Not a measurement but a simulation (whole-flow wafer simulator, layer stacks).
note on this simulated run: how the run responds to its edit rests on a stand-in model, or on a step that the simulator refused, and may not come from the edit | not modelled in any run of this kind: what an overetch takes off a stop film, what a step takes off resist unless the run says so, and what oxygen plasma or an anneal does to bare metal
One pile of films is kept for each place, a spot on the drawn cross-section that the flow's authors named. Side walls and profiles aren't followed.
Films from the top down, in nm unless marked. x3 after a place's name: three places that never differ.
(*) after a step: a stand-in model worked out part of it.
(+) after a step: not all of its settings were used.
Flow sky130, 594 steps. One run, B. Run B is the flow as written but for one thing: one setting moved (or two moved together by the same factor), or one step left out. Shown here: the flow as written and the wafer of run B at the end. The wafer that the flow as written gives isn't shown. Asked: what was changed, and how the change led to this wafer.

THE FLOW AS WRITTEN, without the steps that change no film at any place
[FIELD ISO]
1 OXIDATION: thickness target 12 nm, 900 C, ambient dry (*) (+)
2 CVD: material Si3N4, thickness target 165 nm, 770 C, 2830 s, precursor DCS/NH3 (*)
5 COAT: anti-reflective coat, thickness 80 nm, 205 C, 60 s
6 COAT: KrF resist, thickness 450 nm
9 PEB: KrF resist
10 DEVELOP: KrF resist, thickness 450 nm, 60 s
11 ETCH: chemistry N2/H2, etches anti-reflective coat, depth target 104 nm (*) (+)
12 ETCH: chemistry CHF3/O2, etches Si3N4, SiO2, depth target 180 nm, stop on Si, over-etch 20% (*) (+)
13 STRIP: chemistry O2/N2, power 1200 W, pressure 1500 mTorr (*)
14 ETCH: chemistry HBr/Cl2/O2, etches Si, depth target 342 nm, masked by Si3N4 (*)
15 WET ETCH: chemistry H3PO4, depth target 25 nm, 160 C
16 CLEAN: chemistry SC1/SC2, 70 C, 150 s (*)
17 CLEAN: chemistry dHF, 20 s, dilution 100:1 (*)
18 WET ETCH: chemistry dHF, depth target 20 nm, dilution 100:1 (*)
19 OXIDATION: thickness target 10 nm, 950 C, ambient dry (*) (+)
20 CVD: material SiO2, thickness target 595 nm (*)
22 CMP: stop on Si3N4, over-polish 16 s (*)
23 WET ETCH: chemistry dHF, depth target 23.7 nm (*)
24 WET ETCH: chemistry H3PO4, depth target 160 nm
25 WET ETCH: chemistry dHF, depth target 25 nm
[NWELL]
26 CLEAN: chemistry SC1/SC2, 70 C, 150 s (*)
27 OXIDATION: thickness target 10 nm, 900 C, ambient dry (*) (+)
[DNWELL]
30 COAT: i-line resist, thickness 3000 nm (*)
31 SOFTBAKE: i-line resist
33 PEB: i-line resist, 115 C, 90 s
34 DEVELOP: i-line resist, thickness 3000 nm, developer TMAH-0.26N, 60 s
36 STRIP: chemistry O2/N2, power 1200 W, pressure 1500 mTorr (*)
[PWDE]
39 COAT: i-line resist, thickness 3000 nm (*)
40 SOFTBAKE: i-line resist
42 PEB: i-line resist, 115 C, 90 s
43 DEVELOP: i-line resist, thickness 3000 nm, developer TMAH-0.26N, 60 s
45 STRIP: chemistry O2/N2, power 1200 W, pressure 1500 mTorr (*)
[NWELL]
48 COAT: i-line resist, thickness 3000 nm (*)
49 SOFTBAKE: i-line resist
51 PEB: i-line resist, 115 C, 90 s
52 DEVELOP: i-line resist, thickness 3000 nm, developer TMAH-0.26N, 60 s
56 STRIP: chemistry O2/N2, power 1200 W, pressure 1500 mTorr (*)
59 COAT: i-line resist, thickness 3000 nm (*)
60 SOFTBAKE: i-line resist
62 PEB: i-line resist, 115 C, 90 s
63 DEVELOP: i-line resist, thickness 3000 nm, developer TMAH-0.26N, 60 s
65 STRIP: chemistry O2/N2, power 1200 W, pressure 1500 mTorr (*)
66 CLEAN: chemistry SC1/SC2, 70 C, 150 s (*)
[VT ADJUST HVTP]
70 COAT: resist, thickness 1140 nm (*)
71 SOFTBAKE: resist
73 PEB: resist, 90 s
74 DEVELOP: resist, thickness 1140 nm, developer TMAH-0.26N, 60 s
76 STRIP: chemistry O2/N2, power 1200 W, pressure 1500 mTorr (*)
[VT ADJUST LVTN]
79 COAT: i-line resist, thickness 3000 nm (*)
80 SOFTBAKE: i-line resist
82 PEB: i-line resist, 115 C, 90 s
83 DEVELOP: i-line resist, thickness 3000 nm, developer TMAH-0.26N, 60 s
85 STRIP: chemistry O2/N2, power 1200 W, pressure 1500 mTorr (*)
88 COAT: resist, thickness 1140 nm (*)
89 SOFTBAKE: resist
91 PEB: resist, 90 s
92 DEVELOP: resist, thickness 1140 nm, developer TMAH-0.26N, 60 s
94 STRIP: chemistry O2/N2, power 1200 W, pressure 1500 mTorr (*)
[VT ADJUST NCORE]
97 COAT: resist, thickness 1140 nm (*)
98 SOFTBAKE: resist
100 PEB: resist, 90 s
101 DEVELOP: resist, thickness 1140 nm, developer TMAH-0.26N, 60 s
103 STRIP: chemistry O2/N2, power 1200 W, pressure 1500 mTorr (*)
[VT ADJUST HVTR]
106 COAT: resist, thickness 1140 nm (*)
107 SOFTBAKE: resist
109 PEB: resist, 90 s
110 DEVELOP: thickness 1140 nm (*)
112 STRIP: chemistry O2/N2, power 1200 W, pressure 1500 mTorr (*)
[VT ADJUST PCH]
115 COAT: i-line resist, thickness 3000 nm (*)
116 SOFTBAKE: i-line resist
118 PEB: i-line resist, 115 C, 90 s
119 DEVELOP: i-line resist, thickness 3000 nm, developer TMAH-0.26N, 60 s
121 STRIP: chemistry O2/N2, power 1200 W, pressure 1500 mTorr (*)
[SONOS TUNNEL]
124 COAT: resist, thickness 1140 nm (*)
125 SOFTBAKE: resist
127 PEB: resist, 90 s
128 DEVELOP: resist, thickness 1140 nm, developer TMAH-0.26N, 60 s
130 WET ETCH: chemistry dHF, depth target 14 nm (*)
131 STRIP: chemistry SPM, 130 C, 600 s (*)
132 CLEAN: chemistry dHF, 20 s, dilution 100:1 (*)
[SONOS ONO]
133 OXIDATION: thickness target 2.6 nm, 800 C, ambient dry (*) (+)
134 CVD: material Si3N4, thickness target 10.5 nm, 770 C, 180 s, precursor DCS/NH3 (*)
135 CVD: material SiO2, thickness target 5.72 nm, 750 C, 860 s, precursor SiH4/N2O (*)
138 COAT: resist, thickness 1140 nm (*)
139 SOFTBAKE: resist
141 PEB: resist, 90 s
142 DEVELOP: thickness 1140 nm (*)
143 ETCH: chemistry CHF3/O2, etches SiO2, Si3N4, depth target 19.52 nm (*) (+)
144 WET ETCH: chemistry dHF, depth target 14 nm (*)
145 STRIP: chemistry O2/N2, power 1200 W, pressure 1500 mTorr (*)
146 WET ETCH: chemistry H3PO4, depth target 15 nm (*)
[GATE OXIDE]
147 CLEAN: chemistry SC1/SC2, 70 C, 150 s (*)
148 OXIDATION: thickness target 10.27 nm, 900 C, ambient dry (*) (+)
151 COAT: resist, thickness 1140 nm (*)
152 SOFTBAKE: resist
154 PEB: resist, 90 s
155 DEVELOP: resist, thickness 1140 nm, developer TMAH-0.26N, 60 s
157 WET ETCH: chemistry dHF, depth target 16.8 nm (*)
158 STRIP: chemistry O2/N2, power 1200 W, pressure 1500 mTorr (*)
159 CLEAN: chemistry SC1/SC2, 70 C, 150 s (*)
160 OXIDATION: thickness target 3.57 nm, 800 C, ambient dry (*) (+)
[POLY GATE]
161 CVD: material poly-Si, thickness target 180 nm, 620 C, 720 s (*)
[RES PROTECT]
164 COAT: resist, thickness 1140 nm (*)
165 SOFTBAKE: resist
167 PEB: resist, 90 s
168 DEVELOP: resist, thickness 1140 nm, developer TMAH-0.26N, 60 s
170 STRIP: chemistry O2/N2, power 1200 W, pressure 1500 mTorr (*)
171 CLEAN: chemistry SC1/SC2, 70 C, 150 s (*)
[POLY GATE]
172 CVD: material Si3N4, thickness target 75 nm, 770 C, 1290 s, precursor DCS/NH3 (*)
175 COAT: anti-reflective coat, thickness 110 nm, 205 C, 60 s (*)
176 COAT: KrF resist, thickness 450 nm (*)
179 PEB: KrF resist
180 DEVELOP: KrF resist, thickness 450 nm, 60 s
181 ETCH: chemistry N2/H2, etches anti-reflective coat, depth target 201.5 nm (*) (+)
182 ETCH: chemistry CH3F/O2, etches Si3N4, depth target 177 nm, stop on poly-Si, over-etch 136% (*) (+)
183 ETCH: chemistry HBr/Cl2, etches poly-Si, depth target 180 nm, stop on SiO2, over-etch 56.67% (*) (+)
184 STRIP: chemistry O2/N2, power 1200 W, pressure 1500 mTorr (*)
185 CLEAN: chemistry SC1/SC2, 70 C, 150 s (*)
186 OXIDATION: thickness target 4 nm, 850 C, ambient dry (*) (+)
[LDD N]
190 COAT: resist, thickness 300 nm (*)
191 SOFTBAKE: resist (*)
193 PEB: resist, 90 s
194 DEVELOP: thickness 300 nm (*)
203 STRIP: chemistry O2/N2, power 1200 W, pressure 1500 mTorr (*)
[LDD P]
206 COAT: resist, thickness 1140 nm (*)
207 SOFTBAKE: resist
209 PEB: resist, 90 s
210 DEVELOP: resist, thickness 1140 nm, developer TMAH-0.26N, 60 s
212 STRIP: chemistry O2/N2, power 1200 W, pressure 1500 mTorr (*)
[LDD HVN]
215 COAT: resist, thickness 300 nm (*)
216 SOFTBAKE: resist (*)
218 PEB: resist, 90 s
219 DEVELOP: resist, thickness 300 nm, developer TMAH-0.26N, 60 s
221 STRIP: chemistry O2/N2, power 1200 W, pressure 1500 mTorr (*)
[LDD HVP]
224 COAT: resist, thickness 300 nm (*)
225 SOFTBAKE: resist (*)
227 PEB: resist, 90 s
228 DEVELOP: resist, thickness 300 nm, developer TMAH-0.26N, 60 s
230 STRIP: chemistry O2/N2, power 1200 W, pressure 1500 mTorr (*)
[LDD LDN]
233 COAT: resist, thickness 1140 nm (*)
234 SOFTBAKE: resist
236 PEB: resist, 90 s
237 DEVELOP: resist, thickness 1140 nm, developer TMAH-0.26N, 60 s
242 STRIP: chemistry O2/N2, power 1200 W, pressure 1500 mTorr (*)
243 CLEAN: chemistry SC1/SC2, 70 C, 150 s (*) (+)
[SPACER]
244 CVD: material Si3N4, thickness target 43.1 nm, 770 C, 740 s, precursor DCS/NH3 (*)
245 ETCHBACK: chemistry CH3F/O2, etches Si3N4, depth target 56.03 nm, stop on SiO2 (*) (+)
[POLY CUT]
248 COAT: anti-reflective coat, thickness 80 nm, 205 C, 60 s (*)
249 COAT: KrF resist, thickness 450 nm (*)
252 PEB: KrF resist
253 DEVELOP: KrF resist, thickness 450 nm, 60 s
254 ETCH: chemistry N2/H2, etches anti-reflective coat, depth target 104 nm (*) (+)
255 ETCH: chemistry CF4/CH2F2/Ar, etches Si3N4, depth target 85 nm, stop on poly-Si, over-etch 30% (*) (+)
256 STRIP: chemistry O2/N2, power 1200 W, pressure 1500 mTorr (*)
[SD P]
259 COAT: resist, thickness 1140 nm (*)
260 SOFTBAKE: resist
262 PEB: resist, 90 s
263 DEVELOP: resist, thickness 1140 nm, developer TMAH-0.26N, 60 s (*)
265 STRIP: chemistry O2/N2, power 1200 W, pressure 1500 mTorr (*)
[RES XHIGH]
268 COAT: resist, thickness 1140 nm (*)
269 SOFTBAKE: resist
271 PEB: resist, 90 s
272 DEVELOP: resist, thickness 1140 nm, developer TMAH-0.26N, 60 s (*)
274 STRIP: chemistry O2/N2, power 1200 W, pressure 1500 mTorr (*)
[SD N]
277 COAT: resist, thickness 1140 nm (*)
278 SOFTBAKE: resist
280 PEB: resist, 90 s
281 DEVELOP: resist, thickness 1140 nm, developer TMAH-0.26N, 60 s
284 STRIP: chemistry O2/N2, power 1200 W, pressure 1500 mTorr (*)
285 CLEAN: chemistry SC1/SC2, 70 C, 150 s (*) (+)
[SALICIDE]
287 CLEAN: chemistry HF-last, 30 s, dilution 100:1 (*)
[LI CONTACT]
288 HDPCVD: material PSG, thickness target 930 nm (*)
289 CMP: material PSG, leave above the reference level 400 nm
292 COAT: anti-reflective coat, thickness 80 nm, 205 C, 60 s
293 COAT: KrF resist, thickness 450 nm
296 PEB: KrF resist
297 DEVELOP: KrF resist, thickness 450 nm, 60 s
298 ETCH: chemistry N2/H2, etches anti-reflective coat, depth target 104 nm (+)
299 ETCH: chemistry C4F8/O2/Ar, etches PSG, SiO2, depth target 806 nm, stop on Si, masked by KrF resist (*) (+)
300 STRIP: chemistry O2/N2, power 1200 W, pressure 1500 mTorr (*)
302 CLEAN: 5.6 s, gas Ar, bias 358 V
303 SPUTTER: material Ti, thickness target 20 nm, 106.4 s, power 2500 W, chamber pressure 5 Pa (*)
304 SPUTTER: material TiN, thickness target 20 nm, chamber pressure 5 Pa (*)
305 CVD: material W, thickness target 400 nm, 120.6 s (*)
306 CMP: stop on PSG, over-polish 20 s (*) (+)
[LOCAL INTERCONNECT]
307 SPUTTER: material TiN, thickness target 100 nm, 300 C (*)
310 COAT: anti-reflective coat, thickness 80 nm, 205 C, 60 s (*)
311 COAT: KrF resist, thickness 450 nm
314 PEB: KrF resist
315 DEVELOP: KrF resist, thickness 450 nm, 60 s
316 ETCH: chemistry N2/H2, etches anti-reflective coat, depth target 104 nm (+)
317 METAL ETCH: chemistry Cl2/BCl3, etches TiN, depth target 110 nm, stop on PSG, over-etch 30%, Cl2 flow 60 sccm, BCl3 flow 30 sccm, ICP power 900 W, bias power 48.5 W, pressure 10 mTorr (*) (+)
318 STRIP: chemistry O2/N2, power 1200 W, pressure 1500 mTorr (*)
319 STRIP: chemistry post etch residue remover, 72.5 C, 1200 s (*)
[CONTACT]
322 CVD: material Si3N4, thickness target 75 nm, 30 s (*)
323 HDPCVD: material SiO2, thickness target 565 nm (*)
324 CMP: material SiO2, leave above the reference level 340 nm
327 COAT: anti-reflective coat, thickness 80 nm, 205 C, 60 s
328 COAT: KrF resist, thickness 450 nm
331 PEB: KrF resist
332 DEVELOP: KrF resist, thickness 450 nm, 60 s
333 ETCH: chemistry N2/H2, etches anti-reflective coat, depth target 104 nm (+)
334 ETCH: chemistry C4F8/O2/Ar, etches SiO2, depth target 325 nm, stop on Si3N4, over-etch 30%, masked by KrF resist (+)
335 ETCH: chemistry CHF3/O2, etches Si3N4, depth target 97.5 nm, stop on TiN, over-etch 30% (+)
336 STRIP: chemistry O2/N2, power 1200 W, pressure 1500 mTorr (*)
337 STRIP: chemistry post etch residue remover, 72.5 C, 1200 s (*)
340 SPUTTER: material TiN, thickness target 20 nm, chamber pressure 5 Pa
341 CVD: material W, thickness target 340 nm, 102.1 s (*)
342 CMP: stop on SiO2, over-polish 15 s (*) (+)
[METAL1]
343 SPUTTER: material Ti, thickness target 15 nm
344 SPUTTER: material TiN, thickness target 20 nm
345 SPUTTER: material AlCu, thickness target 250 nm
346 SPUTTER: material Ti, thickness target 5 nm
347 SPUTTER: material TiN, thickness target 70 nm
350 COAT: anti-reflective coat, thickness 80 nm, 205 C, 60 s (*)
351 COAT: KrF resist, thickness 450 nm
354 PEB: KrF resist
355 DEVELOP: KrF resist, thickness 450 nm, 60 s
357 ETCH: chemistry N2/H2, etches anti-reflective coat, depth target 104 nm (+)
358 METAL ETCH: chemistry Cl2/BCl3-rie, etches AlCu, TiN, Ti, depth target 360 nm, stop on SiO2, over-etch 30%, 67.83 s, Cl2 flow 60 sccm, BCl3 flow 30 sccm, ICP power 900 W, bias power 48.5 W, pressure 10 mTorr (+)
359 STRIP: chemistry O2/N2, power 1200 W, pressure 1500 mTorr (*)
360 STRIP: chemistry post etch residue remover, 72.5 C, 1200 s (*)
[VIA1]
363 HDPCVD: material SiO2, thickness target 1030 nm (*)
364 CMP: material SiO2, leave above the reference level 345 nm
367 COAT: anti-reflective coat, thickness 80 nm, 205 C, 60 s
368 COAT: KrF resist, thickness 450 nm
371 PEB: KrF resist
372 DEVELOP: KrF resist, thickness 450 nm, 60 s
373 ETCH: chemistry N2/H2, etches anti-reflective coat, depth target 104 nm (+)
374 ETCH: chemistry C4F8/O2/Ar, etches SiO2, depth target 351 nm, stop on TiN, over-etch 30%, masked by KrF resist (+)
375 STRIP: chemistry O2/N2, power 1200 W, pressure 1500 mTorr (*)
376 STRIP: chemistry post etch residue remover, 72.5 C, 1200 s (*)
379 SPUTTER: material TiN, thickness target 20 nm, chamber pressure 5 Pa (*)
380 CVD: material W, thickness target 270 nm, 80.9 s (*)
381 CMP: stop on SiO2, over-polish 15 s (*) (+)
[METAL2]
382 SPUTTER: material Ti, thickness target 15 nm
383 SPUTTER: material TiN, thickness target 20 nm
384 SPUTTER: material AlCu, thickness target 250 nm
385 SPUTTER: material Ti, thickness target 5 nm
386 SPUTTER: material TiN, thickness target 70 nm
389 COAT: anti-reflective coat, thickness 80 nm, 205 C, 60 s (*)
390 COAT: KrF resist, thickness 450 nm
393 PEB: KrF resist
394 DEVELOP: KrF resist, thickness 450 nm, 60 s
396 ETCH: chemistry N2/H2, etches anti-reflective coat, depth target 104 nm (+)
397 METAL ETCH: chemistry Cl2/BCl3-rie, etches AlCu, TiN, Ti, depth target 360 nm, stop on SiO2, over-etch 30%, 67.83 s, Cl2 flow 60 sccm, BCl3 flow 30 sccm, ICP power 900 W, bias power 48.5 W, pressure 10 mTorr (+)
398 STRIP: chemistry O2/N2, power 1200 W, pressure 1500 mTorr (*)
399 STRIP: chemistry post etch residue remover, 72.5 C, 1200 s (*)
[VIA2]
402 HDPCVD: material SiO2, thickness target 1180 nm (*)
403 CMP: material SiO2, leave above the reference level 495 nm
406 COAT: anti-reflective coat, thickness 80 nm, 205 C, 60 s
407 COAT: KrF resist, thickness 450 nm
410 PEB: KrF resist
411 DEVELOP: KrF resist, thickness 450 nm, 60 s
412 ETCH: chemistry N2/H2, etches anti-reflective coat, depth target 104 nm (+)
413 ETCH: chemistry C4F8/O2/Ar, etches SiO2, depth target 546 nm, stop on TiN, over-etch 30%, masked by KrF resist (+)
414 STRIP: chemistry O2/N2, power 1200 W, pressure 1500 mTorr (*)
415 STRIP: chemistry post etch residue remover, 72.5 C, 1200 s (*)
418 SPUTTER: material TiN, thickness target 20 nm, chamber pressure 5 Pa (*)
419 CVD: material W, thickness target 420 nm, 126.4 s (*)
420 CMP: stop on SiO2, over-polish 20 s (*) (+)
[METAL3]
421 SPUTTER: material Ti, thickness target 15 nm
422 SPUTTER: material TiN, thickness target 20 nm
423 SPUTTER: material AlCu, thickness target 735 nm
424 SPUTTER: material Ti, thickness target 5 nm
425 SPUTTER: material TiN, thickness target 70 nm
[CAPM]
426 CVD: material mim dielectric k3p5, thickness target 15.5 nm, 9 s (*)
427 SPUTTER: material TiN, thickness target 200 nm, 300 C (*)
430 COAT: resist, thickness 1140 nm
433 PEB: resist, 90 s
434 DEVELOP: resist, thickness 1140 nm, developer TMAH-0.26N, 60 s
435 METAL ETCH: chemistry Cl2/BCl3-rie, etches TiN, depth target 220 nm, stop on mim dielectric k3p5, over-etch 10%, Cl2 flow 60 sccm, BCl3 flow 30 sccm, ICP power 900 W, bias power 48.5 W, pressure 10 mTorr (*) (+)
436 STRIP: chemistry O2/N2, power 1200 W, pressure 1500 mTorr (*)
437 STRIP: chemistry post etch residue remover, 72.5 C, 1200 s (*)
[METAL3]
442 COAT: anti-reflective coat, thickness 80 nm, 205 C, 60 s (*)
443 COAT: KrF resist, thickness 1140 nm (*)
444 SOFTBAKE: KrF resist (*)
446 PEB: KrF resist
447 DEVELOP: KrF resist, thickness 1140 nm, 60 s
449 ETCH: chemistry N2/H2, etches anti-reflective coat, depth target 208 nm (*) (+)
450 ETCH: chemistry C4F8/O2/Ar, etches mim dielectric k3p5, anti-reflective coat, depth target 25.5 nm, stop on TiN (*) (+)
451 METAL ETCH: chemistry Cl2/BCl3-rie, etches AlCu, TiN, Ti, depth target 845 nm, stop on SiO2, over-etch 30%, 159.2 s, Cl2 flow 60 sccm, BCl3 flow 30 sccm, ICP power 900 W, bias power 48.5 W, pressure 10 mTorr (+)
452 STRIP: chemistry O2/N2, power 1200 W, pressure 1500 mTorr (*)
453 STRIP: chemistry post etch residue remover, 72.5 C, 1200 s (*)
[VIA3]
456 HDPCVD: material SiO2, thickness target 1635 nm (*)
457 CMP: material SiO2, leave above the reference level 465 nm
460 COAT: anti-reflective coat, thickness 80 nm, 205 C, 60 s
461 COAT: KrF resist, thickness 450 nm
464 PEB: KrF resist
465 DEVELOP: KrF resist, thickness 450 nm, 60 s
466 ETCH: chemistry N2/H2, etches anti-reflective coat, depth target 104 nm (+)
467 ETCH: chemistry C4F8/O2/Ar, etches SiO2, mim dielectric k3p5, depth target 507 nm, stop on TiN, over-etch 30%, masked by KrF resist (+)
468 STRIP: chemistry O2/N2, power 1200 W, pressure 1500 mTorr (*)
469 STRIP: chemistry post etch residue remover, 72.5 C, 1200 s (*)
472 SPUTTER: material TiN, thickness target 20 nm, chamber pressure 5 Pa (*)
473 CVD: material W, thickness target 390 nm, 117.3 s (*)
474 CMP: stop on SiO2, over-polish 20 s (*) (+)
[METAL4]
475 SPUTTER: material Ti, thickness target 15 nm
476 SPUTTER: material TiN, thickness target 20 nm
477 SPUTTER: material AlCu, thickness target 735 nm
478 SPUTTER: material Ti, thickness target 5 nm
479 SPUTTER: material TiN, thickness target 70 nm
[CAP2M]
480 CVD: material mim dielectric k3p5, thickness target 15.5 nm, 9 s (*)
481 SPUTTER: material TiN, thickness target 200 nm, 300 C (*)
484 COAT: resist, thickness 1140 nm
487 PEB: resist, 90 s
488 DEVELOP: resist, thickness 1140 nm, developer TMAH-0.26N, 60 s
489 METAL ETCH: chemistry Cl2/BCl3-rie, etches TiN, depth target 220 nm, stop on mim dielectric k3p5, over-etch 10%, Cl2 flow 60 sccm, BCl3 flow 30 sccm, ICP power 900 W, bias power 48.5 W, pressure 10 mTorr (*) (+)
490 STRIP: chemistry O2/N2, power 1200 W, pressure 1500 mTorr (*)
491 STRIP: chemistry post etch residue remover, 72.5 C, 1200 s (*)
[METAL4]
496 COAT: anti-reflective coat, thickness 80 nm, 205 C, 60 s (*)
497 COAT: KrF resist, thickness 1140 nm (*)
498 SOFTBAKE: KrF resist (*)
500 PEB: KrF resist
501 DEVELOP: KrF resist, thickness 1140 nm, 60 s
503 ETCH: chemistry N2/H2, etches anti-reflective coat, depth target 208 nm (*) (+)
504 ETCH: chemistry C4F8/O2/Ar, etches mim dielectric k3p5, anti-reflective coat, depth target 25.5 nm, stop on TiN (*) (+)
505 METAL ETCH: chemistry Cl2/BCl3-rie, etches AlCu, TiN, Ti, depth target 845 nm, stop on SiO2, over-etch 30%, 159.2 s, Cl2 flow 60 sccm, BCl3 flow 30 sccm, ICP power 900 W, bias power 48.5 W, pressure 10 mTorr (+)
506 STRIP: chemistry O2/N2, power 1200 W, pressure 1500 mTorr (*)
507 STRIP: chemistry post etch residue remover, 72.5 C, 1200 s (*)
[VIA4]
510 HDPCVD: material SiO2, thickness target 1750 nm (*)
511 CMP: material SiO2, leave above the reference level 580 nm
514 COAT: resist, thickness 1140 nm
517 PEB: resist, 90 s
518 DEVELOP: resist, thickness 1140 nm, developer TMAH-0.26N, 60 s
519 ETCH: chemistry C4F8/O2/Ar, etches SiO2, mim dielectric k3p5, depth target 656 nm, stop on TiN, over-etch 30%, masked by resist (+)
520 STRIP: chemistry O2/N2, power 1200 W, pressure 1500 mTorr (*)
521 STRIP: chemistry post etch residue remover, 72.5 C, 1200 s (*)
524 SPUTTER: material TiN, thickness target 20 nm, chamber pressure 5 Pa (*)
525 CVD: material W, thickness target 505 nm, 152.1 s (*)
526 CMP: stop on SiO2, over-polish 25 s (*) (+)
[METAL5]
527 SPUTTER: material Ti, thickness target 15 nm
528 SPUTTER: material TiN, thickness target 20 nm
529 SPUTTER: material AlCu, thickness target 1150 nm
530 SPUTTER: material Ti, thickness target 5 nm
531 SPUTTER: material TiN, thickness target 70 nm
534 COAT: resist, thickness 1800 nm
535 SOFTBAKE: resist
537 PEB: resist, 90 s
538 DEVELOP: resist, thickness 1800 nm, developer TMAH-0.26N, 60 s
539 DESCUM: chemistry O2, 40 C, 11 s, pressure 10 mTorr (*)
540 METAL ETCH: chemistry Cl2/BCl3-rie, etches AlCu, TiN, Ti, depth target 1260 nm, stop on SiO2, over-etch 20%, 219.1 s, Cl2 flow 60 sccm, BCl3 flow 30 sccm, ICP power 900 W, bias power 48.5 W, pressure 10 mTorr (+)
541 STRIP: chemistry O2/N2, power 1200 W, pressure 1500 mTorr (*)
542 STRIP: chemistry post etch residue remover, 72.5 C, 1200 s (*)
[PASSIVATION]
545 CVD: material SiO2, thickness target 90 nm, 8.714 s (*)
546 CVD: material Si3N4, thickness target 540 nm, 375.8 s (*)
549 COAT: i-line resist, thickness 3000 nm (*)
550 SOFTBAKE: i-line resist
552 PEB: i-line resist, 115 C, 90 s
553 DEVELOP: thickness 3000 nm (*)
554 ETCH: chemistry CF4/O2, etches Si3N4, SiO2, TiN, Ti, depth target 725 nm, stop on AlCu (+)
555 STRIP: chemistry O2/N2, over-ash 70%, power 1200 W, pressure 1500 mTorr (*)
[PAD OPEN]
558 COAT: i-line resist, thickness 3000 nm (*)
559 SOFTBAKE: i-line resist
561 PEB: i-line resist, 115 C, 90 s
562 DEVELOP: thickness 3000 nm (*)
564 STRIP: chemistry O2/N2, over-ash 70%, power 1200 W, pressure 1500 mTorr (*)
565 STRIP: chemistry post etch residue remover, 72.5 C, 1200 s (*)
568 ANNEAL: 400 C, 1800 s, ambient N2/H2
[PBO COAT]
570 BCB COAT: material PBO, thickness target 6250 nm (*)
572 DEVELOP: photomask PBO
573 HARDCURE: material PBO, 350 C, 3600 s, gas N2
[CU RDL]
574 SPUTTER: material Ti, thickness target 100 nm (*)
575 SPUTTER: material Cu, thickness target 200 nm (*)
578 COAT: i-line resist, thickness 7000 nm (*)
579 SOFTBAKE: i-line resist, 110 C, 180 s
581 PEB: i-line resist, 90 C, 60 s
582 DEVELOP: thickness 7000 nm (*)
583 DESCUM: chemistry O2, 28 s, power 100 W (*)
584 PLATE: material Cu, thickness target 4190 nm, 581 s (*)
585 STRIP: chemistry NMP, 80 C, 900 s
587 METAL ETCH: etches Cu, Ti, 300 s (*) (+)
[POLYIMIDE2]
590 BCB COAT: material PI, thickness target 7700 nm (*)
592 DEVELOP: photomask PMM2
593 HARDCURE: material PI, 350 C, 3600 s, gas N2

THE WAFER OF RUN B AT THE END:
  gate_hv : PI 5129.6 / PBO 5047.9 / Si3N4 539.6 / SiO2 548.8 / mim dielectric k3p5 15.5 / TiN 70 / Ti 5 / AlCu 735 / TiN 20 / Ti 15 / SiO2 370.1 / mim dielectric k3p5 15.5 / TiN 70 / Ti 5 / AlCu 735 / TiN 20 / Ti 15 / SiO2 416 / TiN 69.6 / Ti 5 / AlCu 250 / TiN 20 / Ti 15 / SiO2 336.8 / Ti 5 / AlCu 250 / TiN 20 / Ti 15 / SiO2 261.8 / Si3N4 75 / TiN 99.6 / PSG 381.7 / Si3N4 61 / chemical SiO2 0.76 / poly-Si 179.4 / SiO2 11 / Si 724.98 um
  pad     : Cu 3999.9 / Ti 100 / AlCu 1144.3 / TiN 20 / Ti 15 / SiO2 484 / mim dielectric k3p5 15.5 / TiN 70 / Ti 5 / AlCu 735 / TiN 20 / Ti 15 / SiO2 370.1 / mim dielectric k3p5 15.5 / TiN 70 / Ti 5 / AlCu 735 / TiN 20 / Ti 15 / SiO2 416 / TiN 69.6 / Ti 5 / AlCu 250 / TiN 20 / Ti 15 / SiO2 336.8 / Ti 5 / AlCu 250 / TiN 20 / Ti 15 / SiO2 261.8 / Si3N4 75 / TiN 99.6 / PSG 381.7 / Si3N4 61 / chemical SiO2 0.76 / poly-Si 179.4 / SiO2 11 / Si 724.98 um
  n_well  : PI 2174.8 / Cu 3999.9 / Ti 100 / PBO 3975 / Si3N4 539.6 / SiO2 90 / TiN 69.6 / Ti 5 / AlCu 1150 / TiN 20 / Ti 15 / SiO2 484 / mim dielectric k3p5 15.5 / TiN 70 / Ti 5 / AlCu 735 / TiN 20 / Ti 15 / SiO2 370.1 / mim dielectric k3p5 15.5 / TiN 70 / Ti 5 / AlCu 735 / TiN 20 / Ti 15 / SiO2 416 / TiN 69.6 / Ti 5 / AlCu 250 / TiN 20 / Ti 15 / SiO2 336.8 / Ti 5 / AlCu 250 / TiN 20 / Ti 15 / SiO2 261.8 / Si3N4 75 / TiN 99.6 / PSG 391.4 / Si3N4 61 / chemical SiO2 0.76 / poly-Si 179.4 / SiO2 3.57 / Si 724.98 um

The cause: step 347, SPUTTER: material TiN, thickness target 70 nm, was left out.

How the change led to this, step by step:
  357 ETCH: chemistry N2/H2, etches anti-reflective coat, depth target 104 nm (+)
      field, active, gate and 80 more: anti-reflective coat -80 (all of it) (as written it would be: anti-reflective coat -80 (all of it), TiN -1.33)
      rpo_hd: anti-reflective coat -80 (all of it) (as written it would be: anti-reflective coat -80 (all of it), TiN -1.34)
  358 METAL ETCH: chemistry Cl2/BCl3-rie, etches AlCu, TiN, Ti, depth target 360 nm, stop on SiO2, over-etch 30%, 67.83 s, Cl2 flow 60 sccm, BCl3 flow 30 sccm, ICP power 900 W, bias power 48.5 W, pressure 10 mTorr (+)
      field, active, gate and 81 more: Ti -5 (all of it), AlCu -250 (all of it), TiN -20 (all of it), Ti -15 (all of it), SiO2 -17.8 (as written it would be: TiN -68.7 (all of it), Ti -5 (all of it), AlCu -250 (all of it), TiN -20 (all of it), Ti -15 (all of it), SiO2 -10.9)
  364 CMP: material SiO2, leave above the reference level 345 nm
      n_well, p_well, gate_hv and 100 more: SiO2 -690 (as written it would be: SiO2 -759.6)
      poly_licon, ndiff_licon, ndiff_licon_cpp, rpo_hd_licon: SiO2 -689.5 (as written it would be: SiO2 -759)
  374 ETCH: chemistry C4F8/O2/Ar, etches SiO2, depth target 351 nm, stop on TiN, over-etch 30%, masked by KrF resist (+)
      m1, via1_hole: SiO2 -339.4 (all of it), Ti -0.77 (as written it would be: SiO2 -269.8 (all of it))
  379 SPUTTER: material TiN, thickness target 20 nm, chamber pressure 5 Pa (*)
      m1: TiN +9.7 (new film) (as written it would be: TiN +11)
      via1_hole: TiN +9.7 (new film) (as written it would be: TiN +10.9)
  380 CVD: material W, thickness target 270 nm, 80.9 s (*)
      m1, via1_hole: W +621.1 (new film) (as written it would be: W +549.9 (new film))
